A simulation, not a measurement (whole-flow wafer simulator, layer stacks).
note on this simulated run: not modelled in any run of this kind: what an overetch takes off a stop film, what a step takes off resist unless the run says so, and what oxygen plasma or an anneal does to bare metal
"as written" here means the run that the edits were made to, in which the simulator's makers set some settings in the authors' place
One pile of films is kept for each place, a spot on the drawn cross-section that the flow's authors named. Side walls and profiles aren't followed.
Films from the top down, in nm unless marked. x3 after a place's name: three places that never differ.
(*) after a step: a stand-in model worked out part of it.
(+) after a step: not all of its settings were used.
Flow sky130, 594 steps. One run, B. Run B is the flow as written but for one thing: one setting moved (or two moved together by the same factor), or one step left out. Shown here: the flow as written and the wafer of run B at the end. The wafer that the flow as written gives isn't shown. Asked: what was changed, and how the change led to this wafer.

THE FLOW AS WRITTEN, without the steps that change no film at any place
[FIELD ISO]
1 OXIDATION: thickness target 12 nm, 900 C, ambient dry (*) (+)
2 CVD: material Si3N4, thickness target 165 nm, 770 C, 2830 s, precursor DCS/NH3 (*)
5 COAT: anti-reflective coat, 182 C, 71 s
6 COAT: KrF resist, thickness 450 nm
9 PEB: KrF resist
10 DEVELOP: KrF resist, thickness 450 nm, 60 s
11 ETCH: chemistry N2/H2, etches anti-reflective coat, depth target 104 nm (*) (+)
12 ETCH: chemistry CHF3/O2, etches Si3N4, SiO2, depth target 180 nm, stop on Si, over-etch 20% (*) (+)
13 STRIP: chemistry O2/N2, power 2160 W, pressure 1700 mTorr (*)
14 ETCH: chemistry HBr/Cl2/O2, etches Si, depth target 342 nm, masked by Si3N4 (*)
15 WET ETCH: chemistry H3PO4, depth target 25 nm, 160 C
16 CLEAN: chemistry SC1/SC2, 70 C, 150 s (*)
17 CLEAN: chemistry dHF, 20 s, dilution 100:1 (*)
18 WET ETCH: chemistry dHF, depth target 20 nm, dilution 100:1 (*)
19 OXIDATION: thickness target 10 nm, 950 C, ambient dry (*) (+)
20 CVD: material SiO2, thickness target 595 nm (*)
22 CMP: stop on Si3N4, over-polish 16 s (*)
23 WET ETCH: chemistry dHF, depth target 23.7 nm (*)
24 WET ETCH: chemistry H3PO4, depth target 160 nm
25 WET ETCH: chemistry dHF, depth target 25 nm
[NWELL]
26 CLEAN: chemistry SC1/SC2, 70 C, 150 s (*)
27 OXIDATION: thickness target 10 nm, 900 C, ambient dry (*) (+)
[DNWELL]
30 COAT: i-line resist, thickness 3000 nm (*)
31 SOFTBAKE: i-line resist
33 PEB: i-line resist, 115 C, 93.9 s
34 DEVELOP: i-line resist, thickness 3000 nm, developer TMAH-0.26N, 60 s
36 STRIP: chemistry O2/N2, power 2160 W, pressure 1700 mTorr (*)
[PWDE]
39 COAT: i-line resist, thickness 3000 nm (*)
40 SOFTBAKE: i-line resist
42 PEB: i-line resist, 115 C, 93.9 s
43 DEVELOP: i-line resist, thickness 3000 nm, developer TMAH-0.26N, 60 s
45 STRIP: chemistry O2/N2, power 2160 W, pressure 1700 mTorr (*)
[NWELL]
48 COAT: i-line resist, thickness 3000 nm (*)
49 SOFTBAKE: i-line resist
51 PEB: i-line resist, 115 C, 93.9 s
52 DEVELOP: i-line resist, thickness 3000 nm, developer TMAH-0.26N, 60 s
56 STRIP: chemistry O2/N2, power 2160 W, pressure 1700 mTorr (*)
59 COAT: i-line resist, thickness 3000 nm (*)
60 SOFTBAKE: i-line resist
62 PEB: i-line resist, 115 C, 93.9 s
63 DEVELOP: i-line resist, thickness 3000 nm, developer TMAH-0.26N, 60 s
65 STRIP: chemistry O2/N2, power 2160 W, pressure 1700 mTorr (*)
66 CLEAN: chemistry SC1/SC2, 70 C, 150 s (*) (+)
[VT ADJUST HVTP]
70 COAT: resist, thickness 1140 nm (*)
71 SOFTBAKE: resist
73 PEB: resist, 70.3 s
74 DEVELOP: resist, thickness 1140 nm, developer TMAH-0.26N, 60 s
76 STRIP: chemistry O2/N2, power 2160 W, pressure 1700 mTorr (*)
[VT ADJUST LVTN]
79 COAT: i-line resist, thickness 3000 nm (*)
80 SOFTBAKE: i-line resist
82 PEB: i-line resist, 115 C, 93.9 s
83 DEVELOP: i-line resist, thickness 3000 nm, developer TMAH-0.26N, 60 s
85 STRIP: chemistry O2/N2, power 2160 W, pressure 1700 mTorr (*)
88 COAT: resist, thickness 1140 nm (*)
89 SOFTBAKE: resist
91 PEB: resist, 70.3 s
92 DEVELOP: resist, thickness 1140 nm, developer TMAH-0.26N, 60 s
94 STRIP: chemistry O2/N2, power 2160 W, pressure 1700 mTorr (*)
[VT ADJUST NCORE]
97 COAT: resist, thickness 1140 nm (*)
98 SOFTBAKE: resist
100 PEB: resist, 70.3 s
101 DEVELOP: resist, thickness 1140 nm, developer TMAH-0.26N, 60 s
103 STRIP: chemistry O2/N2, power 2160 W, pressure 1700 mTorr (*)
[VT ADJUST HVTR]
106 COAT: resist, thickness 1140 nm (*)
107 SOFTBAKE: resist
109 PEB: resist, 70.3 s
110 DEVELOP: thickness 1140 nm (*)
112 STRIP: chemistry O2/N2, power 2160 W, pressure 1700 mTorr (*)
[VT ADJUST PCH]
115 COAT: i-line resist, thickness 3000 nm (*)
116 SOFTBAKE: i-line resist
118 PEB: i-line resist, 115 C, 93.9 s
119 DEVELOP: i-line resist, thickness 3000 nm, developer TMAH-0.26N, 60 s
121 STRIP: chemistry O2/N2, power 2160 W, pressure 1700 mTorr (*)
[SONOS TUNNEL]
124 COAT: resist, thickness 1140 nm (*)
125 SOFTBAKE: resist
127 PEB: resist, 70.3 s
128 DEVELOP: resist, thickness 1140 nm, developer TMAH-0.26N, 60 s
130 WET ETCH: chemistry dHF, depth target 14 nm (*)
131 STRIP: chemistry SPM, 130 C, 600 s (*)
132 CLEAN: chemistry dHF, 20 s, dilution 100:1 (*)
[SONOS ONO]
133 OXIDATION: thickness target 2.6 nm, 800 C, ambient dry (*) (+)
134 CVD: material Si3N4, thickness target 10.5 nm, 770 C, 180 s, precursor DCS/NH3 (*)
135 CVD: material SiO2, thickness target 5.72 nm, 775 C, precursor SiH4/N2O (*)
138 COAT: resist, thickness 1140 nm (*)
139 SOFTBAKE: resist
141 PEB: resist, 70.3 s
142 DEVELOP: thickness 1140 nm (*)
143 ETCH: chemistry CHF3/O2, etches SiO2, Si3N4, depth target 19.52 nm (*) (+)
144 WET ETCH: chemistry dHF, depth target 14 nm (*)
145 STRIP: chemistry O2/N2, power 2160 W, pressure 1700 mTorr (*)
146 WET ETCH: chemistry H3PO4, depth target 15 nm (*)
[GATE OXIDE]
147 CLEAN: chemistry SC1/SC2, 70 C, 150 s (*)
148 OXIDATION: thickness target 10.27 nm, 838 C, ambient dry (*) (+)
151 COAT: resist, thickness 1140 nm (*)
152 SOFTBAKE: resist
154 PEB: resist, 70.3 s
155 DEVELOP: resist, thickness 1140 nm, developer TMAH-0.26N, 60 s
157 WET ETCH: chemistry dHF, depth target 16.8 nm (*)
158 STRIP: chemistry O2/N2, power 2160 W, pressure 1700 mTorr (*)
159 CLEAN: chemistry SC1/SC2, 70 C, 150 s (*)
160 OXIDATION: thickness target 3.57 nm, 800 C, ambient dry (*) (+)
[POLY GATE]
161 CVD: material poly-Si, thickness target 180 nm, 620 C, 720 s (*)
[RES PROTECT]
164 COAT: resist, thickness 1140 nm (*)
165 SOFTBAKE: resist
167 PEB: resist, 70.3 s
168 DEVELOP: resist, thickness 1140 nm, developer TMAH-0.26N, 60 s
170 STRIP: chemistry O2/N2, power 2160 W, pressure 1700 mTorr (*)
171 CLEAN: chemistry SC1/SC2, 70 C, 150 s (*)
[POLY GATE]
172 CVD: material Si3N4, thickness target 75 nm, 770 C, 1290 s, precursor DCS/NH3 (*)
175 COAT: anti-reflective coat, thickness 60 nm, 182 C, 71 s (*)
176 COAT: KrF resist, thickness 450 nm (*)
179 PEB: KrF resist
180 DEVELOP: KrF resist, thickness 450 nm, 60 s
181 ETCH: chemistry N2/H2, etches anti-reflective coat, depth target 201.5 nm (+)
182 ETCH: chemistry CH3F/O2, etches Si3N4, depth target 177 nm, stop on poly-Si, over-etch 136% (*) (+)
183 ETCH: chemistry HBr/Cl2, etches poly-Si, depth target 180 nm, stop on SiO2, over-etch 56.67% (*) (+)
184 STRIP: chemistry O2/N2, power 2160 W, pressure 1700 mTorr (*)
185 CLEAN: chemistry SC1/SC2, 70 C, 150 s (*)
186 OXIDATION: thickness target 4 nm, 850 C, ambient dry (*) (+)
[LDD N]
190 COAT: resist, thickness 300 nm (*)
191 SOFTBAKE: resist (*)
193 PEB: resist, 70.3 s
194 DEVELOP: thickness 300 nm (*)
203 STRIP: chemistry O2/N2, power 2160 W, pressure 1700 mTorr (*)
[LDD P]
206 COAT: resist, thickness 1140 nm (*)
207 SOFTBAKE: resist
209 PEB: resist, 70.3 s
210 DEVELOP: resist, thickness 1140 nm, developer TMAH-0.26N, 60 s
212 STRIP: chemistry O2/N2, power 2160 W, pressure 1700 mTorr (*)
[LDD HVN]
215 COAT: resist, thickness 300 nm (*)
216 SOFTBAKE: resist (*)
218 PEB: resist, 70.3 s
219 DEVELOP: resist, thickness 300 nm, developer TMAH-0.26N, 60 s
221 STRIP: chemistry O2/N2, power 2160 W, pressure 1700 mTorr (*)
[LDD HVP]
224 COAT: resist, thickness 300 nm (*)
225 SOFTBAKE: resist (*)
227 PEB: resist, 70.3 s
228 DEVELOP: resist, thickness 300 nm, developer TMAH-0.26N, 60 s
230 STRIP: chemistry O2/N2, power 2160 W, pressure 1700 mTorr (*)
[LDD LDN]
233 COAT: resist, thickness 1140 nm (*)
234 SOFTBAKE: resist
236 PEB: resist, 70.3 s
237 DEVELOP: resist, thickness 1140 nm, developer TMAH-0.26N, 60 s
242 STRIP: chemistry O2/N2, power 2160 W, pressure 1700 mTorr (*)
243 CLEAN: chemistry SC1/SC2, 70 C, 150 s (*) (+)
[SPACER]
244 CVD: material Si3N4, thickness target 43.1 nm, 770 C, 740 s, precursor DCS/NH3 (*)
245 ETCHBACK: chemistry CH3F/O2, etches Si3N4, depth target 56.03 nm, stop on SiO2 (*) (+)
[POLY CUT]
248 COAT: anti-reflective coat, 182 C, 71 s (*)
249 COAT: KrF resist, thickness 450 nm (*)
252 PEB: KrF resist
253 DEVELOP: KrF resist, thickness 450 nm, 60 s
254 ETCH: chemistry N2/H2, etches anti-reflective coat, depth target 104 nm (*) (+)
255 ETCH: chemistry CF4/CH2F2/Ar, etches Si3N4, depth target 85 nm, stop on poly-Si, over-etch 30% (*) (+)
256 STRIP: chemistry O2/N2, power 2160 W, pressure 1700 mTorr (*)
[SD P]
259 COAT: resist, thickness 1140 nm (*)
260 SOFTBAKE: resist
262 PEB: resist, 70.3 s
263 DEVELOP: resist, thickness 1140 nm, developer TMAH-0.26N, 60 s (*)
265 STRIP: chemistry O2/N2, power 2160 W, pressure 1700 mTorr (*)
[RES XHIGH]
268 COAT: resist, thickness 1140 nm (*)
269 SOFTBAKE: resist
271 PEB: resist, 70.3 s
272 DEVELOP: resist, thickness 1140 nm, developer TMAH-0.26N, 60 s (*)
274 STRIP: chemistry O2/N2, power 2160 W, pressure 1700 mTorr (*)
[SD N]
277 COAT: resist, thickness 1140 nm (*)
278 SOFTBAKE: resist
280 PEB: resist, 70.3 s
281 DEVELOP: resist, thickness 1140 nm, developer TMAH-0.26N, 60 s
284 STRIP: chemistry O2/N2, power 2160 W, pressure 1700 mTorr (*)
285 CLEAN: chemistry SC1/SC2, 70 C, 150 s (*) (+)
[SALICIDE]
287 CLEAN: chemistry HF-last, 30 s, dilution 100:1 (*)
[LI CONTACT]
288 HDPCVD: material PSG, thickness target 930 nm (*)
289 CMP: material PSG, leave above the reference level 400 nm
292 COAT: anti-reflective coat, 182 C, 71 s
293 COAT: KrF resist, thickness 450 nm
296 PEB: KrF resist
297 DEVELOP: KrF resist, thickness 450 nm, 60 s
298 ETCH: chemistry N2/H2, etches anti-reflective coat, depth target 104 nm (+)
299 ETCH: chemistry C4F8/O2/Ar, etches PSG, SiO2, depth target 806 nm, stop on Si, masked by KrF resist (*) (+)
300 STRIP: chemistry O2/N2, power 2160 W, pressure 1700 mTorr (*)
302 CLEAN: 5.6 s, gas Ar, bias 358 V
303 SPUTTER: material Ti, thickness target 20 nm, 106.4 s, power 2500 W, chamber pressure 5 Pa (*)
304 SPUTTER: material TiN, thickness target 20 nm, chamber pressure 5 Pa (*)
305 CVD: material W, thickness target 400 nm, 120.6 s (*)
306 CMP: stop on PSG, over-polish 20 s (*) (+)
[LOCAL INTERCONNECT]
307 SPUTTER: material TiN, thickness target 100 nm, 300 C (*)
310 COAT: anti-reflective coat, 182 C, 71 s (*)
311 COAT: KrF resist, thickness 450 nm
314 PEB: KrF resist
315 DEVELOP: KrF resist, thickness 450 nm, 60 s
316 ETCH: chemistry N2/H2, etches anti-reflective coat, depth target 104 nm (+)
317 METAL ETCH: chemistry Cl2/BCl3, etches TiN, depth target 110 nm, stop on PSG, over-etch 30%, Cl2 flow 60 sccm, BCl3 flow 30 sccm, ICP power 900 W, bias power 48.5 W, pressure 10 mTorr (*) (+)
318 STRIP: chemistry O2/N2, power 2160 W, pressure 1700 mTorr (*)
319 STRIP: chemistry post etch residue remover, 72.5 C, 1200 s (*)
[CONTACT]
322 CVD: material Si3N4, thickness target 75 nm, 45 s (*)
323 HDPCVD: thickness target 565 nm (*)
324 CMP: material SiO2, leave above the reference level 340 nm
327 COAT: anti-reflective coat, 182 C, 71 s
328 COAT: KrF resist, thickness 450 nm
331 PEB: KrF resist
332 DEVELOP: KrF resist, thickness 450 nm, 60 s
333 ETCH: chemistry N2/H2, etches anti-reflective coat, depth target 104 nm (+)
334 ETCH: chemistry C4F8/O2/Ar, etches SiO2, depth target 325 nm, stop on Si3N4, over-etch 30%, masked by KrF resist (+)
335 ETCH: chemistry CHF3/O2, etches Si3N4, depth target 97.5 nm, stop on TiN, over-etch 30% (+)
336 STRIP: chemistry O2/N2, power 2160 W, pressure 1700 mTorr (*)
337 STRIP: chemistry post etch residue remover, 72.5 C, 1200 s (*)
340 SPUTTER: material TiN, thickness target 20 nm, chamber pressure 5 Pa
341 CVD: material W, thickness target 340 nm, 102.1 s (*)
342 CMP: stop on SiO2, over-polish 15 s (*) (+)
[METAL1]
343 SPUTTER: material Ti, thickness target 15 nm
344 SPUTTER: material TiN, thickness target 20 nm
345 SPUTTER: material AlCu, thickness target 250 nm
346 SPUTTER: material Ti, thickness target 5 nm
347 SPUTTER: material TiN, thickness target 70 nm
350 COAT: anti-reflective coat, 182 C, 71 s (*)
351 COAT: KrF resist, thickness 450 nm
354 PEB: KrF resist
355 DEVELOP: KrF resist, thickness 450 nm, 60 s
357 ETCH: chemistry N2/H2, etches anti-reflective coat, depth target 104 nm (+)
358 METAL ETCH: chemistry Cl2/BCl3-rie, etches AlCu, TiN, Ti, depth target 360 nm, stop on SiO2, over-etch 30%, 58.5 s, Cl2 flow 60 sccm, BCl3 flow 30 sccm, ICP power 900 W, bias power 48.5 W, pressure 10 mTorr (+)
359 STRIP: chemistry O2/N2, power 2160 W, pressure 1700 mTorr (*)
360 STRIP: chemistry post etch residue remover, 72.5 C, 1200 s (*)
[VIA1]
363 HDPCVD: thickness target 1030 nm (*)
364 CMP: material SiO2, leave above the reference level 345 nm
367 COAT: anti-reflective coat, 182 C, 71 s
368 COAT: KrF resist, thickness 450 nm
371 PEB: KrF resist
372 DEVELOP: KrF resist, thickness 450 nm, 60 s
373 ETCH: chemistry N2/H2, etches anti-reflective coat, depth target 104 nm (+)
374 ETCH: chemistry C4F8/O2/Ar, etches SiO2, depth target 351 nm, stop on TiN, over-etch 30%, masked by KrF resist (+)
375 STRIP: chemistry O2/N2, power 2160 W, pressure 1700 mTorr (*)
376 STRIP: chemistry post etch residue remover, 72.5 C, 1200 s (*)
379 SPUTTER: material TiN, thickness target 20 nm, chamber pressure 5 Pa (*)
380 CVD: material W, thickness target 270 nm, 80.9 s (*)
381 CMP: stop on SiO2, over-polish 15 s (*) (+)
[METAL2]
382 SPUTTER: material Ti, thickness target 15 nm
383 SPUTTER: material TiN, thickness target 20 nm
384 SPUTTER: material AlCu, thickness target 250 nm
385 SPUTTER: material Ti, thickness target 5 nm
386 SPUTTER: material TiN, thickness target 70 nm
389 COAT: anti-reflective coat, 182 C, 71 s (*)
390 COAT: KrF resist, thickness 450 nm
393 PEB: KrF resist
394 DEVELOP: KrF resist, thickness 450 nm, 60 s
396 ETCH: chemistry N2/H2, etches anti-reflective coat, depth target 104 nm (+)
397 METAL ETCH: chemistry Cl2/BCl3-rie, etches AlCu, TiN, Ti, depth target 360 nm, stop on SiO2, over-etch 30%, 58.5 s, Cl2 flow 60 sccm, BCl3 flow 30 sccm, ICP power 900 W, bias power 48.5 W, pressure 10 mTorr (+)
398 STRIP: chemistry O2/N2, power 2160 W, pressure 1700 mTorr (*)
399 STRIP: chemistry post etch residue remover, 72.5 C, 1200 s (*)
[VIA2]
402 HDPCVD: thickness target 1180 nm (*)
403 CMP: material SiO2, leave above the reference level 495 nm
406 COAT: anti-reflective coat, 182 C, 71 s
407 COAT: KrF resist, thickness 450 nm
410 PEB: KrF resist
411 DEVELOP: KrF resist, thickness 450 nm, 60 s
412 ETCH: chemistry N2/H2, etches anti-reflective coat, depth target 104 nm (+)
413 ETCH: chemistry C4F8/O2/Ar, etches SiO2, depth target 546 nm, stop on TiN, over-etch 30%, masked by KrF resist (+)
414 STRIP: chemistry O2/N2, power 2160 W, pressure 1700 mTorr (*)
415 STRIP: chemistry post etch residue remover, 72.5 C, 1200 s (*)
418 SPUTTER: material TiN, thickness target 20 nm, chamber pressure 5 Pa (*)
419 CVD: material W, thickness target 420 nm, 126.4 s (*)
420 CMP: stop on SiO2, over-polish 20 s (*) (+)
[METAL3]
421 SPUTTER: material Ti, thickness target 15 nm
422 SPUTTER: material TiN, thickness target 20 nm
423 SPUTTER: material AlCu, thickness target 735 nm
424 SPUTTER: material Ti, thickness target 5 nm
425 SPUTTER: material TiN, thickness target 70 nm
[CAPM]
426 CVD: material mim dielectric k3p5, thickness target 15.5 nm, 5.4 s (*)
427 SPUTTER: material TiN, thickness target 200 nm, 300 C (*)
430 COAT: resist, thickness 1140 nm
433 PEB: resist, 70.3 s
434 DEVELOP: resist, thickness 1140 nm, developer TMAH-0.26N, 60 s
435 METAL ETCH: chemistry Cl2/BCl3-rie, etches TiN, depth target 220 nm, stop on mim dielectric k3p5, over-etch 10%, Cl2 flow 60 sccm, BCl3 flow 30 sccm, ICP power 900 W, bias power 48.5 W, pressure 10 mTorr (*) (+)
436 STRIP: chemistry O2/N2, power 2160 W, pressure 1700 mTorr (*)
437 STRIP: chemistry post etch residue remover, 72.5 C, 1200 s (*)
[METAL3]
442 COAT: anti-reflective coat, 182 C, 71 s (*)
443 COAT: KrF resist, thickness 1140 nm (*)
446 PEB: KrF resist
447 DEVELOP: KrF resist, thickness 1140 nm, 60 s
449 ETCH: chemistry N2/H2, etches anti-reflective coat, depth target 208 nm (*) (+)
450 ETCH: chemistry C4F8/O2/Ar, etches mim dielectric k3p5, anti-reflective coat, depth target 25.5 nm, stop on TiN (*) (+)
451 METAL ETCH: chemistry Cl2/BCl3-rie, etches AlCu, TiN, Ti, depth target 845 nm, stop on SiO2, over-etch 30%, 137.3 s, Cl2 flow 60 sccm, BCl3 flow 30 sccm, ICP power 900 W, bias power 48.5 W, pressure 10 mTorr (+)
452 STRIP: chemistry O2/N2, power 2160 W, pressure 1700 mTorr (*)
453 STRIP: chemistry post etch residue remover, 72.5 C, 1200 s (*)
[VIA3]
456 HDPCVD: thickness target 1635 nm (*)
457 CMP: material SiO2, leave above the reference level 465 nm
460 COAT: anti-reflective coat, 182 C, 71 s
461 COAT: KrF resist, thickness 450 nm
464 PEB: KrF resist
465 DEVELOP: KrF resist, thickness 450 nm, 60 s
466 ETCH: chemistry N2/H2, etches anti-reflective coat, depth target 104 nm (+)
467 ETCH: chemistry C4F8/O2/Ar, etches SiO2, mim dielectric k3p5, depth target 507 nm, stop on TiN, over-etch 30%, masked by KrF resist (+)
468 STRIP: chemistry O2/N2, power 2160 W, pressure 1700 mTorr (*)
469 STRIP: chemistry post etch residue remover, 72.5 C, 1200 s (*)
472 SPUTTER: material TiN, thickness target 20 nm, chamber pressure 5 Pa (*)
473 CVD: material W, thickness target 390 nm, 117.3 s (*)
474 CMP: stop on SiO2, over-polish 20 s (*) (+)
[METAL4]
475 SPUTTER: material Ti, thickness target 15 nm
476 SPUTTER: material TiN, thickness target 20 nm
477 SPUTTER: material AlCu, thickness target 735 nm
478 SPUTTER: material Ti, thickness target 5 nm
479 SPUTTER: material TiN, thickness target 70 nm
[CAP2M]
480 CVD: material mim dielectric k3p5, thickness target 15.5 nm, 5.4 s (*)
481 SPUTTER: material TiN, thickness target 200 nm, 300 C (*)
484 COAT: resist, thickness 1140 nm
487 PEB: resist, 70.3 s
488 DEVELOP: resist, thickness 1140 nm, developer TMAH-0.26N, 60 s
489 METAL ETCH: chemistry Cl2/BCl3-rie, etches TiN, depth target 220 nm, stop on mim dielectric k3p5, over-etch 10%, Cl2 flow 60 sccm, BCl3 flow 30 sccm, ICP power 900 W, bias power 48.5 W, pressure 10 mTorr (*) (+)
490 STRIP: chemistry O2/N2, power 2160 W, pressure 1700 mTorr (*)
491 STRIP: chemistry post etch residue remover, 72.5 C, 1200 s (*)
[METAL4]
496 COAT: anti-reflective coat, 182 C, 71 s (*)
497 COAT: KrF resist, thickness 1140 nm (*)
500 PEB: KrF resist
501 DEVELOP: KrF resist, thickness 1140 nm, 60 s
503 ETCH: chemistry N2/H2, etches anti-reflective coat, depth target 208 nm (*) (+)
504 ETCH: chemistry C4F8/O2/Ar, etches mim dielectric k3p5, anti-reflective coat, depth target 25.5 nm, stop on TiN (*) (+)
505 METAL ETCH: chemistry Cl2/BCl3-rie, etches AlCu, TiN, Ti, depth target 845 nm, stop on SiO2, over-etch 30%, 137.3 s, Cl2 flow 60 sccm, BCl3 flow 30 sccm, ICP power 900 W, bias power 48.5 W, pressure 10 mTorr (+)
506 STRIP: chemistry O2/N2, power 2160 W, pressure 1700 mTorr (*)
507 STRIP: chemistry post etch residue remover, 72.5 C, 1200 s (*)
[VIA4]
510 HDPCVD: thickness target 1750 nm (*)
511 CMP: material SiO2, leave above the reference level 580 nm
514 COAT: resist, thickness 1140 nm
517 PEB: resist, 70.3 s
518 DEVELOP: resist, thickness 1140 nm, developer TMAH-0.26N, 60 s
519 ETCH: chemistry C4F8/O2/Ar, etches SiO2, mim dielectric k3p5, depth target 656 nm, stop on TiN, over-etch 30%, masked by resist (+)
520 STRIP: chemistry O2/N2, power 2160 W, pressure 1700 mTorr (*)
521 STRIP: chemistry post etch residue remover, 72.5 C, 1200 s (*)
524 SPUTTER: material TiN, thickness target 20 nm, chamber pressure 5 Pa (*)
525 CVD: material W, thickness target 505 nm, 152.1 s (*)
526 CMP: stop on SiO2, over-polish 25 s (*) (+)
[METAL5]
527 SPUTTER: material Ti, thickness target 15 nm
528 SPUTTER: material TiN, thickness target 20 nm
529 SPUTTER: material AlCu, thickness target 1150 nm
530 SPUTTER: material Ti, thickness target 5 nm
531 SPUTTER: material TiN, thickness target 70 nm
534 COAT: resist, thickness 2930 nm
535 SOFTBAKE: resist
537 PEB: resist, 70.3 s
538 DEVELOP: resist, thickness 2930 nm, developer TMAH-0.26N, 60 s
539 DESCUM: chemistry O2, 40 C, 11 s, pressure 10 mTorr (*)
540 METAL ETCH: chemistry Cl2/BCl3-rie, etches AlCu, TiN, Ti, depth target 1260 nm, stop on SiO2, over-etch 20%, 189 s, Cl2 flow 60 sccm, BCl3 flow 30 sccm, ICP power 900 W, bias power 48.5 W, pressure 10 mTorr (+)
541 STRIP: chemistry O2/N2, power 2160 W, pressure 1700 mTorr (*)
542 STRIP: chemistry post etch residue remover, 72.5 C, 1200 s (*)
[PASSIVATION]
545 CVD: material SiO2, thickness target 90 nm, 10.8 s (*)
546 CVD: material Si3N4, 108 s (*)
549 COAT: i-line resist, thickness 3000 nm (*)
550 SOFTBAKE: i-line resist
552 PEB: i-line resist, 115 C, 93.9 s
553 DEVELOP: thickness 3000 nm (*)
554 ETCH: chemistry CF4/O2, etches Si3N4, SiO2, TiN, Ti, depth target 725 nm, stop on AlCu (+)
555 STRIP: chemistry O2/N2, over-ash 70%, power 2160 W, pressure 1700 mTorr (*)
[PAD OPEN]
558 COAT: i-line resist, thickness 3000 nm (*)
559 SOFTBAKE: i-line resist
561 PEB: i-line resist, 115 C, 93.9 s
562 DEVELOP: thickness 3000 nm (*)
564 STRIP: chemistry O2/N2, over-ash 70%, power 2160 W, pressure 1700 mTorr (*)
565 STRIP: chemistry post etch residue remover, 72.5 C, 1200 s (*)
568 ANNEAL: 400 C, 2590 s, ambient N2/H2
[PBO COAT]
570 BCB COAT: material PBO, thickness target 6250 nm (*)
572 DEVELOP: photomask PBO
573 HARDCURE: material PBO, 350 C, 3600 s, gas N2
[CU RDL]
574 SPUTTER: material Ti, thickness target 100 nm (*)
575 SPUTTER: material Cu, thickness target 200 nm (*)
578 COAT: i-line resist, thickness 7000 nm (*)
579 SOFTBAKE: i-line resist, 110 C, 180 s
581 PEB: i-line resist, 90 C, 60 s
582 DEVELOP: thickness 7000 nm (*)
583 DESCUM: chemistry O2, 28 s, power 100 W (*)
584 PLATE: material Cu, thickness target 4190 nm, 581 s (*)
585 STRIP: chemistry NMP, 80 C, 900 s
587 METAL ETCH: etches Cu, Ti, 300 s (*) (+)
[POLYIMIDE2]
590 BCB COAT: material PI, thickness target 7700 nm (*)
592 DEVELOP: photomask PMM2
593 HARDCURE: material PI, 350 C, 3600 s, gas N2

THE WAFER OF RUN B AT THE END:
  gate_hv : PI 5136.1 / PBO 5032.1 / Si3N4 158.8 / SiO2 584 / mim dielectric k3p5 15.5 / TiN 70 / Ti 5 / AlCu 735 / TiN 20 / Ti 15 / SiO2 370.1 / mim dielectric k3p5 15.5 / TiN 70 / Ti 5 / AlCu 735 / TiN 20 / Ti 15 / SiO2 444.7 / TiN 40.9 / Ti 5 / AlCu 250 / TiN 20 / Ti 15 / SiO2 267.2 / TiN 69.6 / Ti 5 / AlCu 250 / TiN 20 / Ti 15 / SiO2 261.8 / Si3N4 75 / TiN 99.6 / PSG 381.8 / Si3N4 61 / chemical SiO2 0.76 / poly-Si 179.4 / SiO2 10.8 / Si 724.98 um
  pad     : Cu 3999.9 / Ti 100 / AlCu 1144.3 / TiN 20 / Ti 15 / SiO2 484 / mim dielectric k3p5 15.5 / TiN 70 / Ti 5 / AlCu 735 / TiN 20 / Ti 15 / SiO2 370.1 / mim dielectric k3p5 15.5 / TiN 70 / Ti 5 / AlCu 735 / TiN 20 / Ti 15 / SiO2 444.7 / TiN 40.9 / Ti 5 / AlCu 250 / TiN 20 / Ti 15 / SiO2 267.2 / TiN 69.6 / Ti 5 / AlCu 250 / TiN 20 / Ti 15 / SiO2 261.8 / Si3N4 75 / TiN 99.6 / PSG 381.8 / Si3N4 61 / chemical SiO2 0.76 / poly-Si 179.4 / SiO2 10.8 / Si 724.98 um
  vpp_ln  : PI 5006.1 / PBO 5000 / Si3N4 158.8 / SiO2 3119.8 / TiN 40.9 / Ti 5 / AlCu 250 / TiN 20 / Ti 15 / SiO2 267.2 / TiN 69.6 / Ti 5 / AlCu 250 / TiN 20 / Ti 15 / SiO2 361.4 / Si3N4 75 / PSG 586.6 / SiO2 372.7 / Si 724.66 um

The cause: step 386, SPUTTER: thickness target 41.3 nm was run, where the flow has thickness target 70 nm.

How the change led to this, step by step:
  386 SPUTTER: material TiN, thickness target 70 nm
      field, active, n_well and 188 more: TiN +41.3 (new film) (as written it would be: TiN +70 (new film))
  397 METAL ETCH: chemistry Cl2/BCl3-rie, etches AlCu, TiN, Ti, depth target 360 nm, stop on SiO2, over-etch 30%, 58.5 s, Cl2 flow 60 sccm, BCl3 flow 30 sccm, ICP power 900 W, bias power 48.5 W, pressure 10 mTorr (+)
      field, active, gate and 82 more: TiN -40 (all of it), Ti -5 (all of it), AlCu -250 (all of it), TiN -20 (all of it), Ti -15 (all of it), SiO2 -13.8 (as written it would be: TiN -68.7 (all of it), Ti -5 (all of it), AlCu -250 (all of it), TiN -20 (all of it), Ti -15 (all of it), SiO2 -10.9)
  403 CMP: material SiO2, leave above the reference level 495 nm
      n_well, p_well, gate_hv and 101 more: SiO2 -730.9 (as written it would be: SiO2 -759.6)
      m1, via1_hole: SiO2 -730.4 (as written it would be: SiO2 -759.1)
  413 ETCH: chemistry C4F8/O2/Ar, etches SiO2, depth target 546 nm, stop on TiN, over-etch 30%, masked by KrF resist (+)
      m1: SiO2 -449 (all of it) (as written it would be: SiO2 -420.3 (all of it))
      via2_hole: SiO2 -448.5 (all of it) (as written it would be: SiO2 -419.8 (all of it))
  419 CVD: material W, thickness target 420 nm, 126.4 s (*)
      m1: W +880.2 (new film) (as written it would be: W +851.1 (new film))
      via2_hole: W +879.7 (new film) (as written it would be: W +850.7 (new film))
